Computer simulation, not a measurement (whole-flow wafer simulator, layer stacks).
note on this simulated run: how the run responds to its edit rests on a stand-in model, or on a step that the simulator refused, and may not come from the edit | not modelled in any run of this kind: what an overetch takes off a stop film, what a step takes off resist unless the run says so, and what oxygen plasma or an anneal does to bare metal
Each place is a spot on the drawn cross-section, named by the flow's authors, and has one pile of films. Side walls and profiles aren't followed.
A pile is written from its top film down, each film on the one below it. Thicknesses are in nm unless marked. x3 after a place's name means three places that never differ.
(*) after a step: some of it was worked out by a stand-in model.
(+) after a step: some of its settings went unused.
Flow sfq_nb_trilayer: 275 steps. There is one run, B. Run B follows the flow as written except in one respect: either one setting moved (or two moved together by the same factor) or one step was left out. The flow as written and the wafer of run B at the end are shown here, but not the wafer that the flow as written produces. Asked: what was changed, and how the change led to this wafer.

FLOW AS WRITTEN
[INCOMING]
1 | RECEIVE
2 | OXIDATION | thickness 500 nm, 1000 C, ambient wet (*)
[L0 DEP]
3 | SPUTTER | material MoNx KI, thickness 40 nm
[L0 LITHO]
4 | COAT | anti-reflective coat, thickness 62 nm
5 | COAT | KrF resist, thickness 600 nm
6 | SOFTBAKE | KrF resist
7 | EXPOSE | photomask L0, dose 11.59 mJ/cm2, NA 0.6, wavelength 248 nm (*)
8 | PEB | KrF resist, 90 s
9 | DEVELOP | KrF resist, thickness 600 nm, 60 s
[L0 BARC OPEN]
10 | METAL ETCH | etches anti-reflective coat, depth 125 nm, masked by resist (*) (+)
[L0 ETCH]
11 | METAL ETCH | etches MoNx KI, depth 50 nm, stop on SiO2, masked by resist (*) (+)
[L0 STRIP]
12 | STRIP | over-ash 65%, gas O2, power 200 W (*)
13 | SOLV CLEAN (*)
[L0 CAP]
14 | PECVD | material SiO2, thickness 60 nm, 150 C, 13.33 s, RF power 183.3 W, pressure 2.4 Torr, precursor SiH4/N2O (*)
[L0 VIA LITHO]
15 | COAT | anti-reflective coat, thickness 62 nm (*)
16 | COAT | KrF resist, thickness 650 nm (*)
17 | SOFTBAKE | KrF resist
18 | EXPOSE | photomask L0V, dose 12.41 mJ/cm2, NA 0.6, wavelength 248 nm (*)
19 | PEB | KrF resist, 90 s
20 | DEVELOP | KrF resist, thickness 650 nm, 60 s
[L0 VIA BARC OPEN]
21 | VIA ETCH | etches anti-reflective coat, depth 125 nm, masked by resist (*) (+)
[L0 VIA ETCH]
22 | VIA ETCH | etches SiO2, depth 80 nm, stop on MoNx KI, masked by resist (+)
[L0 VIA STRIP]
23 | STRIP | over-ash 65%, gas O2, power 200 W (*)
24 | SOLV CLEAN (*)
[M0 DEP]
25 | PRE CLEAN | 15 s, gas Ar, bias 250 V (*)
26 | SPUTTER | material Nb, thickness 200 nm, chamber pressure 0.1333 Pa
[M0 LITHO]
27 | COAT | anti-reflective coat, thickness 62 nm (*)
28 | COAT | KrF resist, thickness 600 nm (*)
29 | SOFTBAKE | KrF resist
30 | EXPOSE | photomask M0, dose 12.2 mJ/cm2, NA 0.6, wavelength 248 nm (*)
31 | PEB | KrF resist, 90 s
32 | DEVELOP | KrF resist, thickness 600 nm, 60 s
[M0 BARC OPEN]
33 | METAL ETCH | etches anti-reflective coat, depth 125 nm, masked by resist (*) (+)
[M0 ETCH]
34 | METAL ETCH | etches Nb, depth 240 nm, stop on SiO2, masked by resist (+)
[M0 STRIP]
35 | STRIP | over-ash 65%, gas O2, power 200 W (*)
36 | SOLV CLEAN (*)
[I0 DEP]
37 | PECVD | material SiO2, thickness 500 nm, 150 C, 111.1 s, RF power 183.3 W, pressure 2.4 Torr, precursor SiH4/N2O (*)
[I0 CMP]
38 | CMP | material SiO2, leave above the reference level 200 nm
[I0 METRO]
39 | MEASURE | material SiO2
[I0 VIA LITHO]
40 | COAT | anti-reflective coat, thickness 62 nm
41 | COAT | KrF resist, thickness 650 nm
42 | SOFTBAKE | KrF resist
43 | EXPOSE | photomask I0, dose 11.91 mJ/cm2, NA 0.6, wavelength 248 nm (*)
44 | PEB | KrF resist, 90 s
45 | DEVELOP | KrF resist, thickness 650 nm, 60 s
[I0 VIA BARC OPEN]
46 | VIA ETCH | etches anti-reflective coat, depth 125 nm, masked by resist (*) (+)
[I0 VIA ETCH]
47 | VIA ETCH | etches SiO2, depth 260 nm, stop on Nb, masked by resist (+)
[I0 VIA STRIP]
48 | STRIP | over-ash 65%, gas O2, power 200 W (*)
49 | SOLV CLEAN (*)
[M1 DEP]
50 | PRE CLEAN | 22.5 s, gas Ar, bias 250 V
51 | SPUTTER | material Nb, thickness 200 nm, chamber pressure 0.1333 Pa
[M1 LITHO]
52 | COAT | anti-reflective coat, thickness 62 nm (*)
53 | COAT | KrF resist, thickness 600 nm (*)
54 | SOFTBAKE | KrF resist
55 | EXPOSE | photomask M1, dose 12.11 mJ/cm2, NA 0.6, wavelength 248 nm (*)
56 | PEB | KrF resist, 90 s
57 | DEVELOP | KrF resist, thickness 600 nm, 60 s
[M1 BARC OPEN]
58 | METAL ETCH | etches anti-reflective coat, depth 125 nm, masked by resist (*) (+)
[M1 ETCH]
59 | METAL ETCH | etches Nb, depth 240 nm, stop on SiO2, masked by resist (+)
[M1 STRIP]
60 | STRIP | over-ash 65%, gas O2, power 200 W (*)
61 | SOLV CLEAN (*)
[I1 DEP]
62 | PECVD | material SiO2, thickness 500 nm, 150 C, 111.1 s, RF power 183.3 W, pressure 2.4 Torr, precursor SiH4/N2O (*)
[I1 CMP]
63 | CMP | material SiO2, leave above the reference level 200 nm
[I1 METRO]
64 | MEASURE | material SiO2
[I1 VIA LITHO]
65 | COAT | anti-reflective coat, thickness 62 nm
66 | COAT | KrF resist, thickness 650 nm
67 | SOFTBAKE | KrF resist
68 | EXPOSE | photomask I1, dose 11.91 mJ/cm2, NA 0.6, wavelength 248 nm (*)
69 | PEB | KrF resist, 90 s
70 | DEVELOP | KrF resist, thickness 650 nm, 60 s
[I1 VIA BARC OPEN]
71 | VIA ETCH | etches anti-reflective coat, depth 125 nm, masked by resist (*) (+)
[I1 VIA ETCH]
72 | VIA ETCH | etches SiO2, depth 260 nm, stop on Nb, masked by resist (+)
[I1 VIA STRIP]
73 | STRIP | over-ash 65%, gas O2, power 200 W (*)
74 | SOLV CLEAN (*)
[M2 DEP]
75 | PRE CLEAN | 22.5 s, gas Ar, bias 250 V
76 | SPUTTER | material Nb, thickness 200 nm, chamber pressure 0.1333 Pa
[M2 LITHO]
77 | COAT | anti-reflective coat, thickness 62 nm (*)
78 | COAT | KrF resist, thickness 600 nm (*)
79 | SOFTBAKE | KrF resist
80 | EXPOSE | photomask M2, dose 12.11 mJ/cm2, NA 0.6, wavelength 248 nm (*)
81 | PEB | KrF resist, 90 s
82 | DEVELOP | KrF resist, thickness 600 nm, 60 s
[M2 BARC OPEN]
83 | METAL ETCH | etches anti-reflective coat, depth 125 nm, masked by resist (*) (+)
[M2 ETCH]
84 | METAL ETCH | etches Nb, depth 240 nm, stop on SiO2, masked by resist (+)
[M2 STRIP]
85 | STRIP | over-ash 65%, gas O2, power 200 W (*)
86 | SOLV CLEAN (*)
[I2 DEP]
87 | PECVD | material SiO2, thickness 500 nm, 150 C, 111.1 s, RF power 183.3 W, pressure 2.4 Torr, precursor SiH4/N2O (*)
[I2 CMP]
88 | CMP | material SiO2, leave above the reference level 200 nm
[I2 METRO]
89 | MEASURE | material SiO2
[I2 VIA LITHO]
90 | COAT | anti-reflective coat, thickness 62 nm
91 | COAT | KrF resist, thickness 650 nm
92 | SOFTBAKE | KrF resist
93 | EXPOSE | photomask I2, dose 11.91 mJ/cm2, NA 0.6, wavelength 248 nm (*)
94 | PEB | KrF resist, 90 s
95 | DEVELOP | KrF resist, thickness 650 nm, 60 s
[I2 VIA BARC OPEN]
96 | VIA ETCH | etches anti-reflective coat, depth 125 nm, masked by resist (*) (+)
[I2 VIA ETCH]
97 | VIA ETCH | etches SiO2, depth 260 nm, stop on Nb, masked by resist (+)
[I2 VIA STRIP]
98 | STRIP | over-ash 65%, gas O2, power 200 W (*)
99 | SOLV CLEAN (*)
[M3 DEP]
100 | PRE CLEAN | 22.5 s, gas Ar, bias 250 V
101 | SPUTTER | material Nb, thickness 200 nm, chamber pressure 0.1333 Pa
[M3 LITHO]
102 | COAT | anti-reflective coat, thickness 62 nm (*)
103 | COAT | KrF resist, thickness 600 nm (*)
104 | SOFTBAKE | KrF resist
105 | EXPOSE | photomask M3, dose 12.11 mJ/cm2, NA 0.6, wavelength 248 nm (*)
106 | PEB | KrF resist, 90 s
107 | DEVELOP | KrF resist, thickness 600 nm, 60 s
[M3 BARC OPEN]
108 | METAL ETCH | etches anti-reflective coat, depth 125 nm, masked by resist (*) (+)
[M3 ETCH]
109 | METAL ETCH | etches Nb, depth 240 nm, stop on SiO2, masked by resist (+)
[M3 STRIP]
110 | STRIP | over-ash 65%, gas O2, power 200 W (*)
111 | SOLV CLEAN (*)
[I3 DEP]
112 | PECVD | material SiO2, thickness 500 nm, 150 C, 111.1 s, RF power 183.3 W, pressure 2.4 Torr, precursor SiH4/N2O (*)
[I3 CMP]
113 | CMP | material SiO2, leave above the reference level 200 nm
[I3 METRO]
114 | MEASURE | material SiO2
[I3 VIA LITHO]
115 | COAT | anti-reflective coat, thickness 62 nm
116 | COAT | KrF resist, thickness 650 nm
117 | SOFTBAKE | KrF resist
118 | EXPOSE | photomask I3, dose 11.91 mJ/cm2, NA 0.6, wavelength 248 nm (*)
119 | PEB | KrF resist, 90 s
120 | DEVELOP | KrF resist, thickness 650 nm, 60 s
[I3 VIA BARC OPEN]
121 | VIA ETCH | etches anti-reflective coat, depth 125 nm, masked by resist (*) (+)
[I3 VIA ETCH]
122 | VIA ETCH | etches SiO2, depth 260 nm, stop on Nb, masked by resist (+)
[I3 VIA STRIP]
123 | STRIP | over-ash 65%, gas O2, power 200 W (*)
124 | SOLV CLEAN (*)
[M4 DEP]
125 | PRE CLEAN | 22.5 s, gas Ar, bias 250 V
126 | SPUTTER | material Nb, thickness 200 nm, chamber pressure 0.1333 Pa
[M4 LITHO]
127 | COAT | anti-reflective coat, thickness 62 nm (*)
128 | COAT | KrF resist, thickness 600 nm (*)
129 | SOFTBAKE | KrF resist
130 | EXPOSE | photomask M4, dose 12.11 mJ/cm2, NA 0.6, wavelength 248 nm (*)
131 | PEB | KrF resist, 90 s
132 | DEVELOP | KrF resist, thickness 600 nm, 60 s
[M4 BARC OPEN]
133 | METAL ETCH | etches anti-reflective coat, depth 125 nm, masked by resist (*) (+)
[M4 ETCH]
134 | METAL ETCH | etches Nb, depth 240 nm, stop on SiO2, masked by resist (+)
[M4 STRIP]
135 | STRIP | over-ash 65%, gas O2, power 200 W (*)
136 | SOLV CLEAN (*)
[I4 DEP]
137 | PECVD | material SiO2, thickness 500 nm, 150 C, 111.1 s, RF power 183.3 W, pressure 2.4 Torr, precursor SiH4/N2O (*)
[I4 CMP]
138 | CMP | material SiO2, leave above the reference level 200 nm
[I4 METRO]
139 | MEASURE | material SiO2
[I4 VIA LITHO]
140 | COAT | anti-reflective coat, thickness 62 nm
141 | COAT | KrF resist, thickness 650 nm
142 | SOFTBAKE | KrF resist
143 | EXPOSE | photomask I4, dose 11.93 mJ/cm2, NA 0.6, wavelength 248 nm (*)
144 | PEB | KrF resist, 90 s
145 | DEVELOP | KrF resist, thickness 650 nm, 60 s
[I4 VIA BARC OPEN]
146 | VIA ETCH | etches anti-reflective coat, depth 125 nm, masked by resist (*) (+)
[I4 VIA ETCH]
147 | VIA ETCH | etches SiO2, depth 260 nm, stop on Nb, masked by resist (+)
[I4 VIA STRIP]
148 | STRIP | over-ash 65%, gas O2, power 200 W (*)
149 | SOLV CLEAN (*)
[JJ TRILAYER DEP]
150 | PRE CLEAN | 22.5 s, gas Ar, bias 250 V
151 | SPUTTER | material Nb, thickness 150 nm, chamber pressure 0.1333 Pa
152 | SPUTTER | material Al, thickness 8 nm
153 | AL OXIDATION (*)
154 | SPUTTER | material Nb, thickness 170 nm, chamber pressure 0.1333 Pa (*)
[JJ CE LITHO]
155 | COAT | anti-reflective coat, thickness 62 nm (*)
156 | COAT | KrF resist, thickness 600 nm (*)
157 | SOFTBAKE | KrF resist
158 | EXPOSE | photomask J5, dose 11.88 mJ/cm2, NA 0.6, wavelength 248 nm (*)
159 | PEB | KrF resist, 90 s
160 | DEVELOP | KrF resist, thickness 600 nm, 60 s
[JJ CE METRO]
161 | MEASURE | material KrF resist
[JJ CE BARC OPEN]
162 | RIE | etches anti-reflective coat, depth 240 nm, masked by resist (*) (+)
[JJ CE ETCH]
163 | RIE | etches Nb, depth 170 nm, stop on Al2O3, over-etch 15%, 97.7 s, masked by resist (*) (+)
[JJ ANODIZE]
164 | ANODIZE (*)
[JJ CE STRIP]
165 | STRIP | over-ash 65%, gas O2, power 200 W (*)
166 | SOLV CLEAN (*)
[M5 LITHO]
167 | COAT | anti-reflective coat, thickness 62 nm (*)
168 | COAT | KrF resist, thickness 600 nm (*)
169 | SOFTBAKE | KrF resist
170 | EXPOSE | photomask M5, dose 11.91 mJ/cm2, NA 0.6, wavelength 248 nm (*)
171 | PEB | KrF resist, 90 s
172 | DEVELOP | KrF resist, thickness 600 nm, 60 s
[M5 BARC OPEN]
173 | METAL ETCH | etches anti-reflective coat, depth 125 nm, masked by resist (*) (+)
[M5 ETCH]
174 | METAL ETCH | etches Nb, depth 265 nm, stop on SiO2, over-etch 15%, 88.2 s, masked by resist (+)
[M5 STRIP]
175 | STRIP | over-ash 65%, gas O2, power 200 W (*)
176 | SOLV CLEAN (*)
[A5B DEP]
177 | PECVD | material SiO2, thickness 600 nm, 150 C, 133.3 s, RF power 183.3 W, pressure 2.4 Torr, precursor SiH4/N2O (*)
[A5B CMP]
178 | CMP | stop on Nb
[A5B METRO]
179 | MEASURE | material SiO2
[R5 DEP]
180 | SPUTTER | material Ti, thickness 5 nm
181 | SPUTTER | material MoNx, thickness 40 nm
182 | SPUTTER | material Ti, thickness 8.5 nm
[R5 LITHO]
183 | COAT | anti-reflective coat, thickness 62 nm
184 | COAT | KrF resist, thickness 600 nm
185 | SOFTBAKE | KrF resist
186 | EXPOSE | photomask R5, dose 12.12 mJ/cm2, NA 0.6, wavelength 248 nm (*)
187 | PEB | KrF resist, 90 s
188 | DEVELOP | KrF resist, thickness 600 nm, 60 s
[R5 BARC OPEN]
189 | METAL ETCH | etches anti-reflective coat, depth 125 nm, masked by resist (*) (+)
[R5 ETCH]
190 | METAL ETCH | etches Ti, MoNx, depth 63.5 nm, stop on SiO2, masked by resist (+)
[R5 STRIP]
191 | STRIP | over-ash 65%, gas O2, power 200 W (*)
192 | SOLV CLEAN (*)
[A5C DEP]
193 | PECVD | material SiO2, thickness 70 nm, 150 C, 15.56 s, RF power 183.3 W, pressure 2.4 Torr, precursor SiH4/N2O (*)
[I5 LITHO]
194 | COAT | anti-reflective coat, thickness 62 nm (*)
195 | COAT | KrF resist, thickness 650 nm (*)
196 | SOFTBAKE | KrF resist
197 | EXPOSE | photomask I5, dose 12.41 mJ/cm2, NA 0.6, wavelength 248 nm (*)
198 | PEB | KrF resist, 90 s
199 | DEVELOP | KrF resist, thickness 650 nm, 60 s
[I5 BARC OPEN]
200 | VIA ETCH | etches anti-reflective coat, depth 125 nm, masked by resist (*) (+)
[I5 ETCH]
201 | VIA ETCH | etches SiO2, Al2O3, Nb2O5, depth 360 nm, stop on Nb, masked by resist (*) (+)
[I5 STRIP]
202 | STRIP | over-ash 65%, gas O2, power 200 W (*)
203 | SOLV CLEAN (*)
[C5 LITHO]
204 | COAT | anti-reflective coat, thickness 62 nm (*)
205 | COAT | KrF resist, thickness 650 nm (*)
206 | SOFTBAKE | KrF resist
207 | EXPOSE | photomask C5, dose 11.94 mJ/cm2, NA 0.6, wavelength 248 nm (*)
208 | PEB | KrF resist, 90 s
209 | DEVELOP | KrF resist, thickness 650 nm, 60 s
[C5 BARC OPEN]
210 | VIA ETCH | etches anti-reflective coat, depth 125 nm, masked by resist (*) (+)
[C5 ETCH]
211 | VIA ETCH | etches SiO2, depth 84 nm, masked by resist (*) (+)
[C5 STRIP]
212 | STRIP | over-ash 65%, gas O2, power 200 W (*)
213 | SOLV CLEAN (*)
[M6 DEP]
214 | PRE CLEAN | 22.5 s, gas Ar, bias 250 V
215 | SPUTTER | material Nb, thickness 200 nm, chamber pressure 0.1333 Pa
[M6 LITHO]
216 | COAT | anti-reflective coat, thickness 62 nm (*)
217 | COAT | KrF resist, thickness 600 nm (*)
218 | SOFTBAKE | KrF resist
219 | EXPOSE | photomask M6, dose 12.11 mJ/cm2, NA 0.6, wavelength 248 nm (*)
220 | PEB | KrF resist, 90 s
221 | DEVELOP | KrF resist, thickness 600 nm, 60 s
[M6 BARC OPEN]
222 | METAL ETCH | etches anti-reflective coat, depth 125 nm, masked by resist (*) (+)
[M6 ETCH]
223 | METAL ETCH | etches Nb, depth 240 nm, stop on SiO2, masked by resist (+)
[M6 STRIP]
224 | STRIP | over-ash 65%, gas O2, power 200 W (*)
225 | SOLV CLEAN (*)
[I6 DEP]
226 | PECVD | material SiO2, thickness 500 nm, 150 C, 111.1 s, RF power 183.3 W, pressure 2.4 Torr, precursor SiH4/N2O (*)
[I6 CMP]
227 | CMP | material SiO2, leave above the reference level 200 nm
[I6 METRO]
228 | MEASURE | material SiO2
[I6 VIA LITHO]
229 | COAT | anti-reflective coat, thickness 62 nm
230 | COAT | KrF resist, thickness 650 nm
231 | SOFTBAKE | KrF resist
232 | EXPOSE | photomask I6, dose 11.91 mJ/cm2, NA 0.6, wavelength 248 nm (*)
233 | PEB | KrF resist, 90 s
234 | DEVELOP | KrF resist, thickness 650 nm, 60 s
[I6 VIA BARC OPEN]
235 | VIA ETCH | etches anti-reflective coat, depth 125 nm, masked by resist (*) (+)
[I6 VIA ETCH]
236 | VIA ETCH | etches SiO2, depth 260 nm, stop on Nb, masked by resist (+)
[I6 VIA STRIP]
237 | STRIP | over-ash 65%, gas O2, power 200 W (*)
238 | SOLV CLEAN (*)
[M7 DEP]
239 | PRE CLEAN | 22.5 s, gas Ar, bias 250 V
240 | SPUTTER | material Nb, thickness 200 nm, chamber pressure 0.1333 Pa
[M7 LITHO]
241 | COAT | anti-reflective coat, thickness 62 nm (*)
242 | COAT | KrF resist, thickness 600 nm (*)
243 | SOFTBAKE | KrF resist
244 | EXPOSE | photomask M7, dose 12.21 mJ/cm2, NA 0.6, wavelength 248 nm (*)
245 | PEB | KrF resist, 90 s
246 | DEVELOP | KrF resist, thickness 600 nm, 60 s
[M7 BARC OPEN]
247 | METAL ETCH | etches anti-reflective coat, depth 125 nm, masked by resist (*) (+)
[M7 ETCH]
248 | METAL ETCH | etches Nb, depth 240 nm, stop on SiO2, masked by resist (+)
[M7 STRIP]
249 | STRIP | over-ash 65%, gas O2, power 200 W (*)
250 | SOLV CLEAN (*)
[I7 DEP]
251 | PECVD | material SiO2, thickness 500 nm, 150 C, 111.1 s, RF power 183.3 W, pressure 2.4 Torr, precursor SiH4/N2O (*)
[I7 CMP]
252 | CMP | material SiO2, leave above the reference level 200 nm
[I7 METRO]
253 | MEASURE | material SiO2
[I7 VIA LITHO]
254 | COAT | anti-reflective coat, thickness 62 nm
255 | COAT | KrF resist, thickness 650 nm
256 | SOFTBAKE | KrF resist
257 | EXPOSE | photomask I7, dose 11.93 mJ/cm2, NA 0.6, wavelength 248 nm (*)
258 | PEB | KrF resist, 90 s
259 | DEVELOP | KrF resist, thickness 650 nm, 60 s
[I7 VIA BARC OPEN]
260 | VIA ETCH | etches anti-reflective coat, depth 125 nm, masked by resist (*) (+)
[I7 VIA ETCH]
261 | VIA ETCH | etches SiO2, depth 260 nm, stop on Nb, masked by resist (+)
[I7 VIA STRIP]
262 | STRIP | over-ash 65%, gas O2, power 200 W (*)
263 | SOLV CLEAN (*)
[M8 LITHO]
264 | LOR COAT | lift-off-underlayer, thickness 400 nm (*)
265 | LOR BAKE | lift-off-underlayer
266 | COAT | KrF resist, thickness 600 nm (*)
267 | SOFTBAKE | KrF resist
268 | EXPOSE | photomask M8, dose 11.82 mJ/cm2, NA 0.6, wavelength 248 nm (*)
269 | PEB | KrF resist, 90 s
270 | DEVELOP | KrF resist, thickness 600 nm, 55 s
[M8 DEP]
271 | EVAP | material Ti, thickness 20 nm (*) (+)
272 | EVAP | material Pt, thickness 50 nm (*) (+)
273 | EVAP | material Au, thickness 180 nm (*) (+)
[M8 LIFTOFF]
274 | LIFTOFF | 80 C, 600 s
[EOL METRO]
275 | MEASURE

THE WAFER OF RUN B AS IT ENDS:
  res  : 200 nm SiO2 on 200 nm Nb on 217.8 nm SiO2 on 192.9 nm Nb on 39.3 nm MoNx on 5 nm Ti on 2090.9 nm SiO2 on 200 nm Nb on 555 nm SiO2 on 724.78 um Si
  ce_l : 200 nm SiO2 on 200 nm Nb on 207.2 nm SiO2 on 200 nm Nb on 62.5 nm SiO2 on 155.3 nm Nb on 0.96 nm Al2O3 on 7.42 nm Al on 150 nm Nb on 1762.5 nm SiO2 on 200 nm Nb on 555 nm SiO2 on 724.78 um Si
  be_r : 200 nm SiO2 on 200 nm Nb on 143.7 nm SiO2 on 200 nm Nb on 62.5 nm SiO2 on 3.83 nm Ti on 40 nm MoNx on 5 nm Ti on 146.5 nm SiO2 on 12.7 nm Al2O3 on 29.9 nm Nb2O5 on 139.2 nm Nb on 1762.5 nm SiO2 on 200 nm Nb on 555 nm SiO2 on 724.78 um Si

What caused this: step 182, SPUTTER: thickness 3.83 nm was run, though the flow has thickness 8.5 nm.
One can read it off the wafer: be_r has Ti 3.83, and step 182 as written asks for 8.5 nm.

How this came from the change, step by step:
  182 | SPUTTER | material Ti, thickness 8.5 nm
      field_l, v_sur, via_wl and 103 more: +3.83 Ti (new film) (it would be, as written: +8.5 Ti (new film))
  190 | METAL ETCH | etches Ti, MoNx, depth 63.5 nm, stop on SiO2, masked by resist (+)
      field_l, v_sur, via_wl and 92 more: -3.83 Ti (all of it), -40 MoNx (all of it), -5 Ti (all of it) (it would be, as written: -8.5 Ti (all of it), -40 MoNx (all of it), -5 Ti (all of it))
      ce_l, c5j, ce_r, wl_jj: -3.83 Ti (all of it), -40 MoNx (all of it), -5 Ti (all of it), -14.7 Nb (it would be, as written: -8.5 Ti (all of it), -40 MoNx (all of it), -5 Ti (all of it), -10 Nb)
  194 | COAT | anti-reflective coat, thickness 62 nm (*)
      r5r_spacepad_l, r5r_spacepad_r: +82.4 anti-reflective coat (new film) (it would be, as written: +84.4 anti-reflective coat (new film))
      ce_l: +69.3 anti-reflective coat (new film) (it would be, as written: +67.2 anti-reflective coat (new film))
      (as well as at 3 more places)
  202 | STRIP | over-ash 65%, gas O2, power 200 W (*)
      r5r_spacepad_l, r5r_spacepad_r: -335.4 KrF resist (all of it), -82.4 anti-reflective coat (all of it) (it would be, as written: -335.6 KrF resist (all of it), -84.4 anti-reflective coat (all of it))
      ce_l: -342.7 KrF resist (all of it), -69.3 anti-reflective coat (all of it) (it would be, as written: -341.5 KrF resist (all of it), -67.2 anti-reflective coat (all of it))
      (as well as at 3 more places)
  204 | COAT | anti-reflective coat, thickness 62 nm (*)
      r5r_spacepad_l, r5r_spacepad_r: +82.4 anti-reflective coat (new film) (it would be, as written: +84.4 anti-reflective coat (new film))
      ce_l: +68.1 anti-reflective coat (new film) (it would be, as written: +66 anti-reflective coat (new film))
      (as well as at 3 more places)
  212 | STRIP | over-ash 65%, gas O2, power 200 W (*)
      r5r_spacepad_l, r5r_spacepad_r: -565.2 KrF resist (all of it), -82.4 anti-reflective coat (all of it) (it would be, as written: -565.8 KrF resist (all of it), -84.4 anti-reflective coat (all of it))
      ce_l: -568.3 KrF resist (all of it), -68.1 anti-reflective coat (all of it) (it would be, as written: -567.4 KrF resist (all of it), -66 anti-reflective coat (all of it))
      (as well as at 3 more places)
  214 | PRE CLEAN | 22.5 s, gas Ar, bias 250 V
      res: -3.83 Ti (all of it), -0.69 MoNx (it would be, as written: -4.53 Ti)
  216 | COAT | anti-reflective coat, thickness 62 nm (*)
      r5r_spacepad_l, r5r_spacepad_r: +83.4 anti-reflective coat (new film) (it would be, as written: +85.7 anti-reflective coat (new film))
      ce_l: +49.5 anti-reflective coat (new film) (it would be, as written: +48 anti-reflective coat (new film))
      (as well as at 3 more places)
  222 | METAL ETCH | etches anti-reflective coat, depth 125 nm, masked by resist (*) (+)
      r5r_spacepad_l, r5r_spacepad_r: -83.4 anti-reflective coat (all of it) (it would be, as written: -85.7 anti-reflective coat (all of it))
  224 | STRIP | over-ash 65%, gas O2, power 200 W (*)
      ce_l: -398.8 KrF resist (all of it), -49.5 anti-reflective coat (all of it) (it would be, as written: -397.1 KrF resist (all of it), -48 anti-reflective coat (all of it))
      ce_r: -404.7 KrF resist (all of it), -50.2 anti-reflective coat (all of it) (it would be, as written: -403.5 KrF resist (all of it), -48.8 anti-reflective coat (all of it))
      (as well as at 2 more places)
  227 | CMP | material SiO2, leave above the reference level 200 nm
      r5r_line_l, r5r_line_c, r5r_line_r: -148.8 SiO2 (it would be, as written: -153.5 SiO2)
      r5r_spacepad_l, r5r_spacepad_r: -146.3 SiO2 (it would be, as written: -153.5 SiO2)
      (as well as at 1 more place)
